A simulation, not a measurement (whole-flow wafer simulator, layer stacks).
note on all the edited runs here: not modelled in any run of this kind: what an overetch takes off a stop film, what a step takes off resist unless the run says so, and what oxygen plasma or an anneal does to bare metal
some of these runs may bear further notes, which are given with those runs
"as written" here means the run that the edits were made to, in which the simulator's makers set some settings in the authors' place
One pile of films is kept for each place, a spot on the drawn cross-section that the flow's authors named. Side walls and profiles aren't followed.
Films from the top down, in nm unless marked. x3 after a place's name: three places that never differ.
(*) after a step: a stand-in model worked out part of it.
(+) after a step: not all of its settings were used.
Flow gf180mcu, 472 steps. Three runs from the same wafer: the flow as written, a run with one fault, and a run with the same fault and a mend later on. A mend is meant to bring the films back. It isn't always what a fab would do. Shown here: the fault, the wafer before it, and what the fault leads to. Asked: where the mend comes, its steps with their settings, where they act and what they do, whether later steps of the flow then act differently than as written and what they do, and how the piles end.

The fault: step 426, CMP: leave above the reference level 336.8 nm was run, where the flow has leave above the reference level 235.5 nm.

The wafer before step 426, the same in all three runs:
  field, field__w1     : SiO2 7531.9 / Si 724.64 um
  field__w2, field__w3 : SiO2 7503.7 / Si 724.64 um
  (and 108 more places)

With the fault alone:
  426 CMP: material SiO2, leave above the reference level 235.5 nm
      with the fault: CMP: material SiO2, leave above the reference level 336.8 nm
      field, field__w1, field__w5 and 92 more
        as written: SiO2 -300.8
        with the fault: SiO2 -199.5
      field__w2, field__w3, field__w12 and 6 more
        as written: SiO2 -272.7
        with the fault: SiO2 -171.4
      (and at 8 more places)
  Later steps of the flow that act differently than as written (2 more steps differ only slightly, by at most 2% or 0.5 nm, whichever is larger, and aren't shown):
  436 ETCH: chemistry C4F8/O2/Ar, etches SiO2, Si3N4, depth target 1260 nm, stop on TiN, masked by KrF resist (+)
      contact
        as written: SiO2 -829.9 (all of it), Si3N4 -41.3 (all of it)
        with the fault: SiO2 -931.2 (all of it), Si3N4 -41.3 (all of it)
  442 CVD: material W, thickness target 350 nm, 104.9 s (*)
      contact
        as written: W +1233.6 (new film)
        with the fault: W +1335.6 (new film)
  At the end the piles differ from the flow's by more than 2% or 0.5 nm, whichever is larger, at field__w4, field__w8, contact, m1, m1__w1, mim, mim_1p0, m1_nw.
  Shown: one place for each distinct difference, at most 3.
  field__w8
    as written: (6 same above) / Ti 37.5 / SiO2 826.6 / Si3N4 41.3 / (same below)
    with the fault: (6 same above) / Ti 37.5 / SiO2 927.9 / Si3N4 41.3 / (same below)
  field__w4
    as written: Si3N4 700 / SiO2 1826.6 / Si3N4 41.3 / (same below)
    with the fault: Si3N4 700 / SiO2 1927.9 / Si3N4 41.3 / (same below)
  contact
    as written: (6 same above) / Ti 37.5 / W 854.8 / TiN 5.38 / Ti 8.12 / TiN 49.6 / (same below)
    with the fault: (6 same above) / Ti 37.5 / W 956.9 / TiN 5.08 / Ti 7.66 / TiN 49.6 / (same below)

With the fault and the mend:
  The mend comes after step 434.
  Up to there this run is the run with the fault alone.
  434a STRIP: chemistry O2/N2, power 2160 W, pressure 1700 mTorr (*)
      field, field__w1, field__w2 and 108 more
        KrF resist -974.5 (all of it), anti-reflective coat -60 (all of it)
      contact
        anti-reflective coat -60 (all of it)
  434b CMP: material SiO2, leave above the reference level 235.5 nm (the flow's step 426 once more)
      field, field__w1, field__w2 and 109 more
        SiO2 -101.3
  434c HMDS: 120 C, 60 s (the flow's step 428 once more)
      changes no film at any place that is followed
  434d COAT: anti-reflective coat, thickness 60 nm, 182 C, 71 s (the flow's step 429 once more)
      field, field__w1, field__w2 and 109 more
        anti-reflective coat +60 (new film)
  434e COAT: KrF resist, thickness 1000 nm (the flow's step 430 once more)
      field, field__w1, field__w2 and 109 more
        KrF resist +1000 (new film)
  434f SOFTBAKE: KrF resist (the flow's step 431 once more)
      changes no film at any place that is followed
  434g EXPOSE: photomask Via5 (the flow's step 432 once more)
      changes no film at any place that is followed
  434h PEB: KrF resist, 135 C, 90 s (the flow's step 433 once more)
      field, field__w1, field__w2 and 109 more
        KrF resist -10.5
  434i DEVELOP: KrF resist, thickness 1000 nm, 60 s (the flow's step 434 once more)
      field, field__w1, field__w2 and 108 more
        KrF resist -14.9
      contact
        KrF resist -989.5 (all of it)
  No later step of the flow acts differently than as written at any place that is followed.
  At the end the piles are the same as the flow's at every place that both follow.
